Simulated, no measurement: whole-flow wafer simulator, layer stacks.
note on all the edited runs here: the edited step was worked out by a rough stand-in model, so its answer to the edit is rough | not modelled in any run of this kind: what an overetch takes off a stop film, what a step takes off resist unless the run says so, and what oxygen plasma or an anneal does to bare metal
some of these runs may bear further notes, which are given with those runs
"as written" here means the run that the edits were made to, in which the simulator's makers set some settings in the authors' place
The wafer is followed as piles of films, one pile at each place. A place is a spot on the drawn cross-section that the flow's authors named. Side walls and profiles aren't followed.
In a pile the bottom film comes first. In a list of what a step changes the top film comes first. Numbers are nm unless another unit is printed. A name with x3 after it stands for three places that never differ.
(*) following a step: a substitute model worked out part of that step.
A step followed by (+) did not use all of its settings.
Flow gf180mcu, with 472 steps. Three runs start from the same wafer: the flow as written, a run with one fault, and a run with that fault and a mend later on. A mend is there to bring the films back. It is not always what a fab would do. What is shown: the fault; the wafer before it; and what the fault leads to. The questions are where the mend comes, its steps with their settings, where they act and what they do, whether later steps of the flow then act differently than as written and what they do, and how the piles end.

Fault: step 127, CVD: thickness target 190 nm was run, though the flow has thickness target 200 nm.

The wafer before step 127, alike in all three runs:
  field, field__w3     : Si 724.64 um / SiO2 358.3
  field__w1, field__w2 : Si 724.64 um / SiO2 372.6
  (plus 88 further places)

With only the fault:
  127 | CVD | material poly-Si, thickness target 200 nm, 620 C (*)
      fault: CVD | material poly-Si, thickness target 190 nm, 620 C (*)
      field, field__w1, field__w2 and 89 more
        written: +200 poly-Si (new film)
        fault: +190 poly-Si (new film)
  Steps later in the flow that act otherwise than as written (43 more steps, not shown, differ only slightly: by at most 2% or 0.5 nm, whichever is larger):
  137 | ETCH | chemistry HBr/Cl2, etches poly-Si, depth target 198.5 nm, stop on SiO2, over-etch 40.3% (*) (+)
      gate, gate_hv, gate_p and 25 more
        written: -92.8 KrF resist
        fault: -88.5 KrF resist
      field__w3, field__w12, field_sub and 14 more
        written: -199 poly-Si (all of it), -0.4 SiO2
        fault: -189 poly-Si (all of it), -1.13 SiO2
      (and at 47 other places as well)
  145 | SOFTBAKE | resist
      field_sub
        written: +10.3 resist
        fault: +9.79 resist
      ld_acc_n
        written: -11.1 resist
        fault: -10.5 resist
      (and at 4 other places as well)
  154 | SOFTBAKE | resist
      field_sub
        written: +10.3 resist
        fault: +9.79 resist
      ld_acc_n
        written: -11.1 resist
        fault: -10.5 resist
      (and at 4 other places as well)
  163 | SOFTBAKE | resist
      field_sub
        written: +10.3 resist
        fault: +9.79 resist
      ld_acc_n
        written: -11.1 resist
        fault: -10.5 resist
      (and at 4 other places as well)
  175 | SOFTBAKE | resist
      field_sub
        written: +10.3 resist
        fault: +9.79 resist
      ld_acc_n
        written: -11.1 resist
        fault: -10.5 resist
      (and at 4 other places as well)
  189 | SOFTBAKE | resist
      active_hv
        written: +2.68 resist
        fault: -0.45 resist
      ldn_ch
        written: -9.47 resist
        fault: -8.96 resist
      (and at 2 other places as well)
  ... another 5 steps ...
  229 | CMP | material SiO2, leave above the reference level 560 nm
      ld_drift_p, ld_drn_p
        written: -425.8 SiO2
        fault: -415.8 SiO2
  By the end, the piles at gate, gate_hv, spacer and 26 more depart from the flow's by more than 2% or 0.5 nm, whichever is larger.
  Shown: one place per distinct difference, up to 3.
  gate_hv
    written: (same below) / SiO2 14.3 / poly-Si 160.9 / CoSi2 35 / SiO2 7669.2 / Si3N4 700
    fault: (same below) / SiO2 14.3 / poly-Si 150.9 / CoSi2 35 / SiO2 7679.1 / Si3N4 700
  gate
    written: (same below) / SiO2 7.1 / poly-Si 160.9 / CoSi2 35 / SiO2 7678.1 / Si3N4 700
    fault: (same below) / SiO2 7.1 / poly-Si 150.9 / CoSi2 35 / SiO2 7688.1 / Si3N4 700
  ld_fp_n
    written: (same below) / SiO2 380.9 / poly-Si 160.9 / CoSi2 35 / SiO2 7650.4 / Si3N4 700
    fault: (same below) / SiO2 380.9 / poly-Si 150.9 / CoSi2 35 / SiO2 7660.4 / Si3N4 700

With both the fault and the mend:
  The mend follows step 127.
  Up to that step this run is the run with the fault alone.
  127a | CVD | material poly-Si, thickness target 10 nm, 620 C (*) (a further turn of the flow's step 127, with different settings)
      field, field__w1, field__w2 and 89 more
        +10 poly-Si
  Every later step of the flow that is run acts as written, at every place that is followed, to within 2% or 0.5 nm, whichever is larger.
  At every place that both follow, the piles at the end match the flow's.
